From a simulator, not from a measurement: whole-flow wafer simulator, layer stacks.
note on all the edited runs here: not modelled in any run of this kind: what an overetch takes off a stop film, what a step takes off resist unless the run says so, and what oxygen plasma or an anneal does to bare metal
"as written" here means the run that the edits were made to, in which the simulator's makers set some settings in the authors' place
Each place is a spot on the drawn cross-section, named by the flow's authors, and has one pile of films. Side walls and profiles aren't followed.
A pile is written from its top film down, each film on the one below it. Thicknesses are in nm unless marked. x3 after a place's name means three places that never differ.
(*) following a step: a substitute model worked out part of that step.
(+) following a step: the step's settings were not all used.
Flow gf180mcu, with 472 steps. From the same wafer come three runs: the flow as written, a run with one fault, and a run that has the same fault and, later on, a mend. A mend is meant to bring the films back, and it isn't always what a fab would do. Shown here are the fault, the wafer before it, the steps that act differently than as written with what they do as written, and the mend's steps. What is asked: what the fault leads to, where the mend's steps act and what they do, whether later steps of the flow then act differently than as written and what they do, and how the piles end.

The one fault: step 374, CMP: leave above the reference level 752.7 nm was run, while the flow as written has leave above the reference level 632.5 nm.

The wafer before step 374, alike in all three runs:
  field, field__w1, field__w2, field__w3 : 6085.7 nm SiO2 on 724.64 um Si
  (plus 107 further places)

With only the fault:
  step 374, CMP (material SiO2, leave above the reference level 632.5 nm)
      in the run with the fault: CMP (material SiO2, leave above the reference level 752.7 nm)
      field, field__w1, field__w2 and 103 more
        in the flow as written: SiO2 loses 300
        in the run with the fault: SiO2 loses 179.8
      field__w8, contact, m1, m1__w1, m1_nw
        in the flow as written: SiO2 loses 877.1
        in the run with the fault: SiO2 loses 756.9
  Steps later in the flow that act otherwise than as written (1 other step is not shown; it differs only slightly, by no more than 2% or 0.5 nm, whichever is larger):
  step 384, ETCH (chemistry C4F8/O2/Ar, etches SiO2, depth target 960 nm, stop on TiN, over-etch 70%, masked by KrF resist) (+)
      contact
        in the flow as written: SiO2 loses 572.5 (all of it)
        in the run with the fault: SiO2 loses 692.7 (all of it)
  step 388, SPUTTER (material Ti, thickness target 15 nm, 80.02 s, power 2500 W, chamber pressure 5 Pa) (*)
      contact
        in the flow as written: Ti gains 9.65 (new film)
        in the run with the fault: Ti gains 9 (new film)
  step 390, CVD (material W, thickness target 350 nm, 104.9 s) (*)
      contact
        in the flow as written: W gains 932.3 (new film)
        in the run with the fault: W gains 1053.6 (new film)
  The piles end different from the flow's at field__w4, field__w8, contact, m1, m1__w1, mim, mim_1p0, m1_nw by more than 2% or 0.5 nm, whichever is larger.
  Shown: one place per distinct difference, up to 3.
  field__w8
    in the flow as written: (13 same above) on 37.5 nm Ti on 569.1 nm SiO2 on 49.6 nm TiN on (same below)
    in the run with the fault: (13 same above) on 37.5 nm Ti on 689.3 nm SiO2 on 49.6 nm TiN on (same below)
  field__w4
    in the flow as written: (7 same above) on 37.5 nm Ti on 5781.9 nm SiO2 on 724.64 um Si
    in the run with the fault: (7 same above) on 37.5 nm Ti on 5902.1 nm SiO2 on 724.64 um Si
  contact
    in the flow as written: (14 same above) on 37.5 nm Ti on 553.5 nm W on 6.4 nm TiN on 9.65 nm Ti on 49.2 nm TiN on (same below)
    in the run with the fault: (14 same above) on 37.5 nm Ti on 674.8 nm W on 5.97 nm TiN on 9 nm Ti on 49.2 nm TiN on (same below)

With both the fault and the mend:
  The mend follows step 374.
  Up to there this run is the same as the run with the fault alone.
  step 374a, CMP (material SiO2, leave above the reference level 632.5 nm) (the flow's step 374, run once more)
      field, field__w1, field__w2 and 108 more
        SiO2 loses 120.2
  None of the later steps of the flow acts differently than as written at any place that is followed.
  By the end, the piles equal the flow's at every place that both follow.
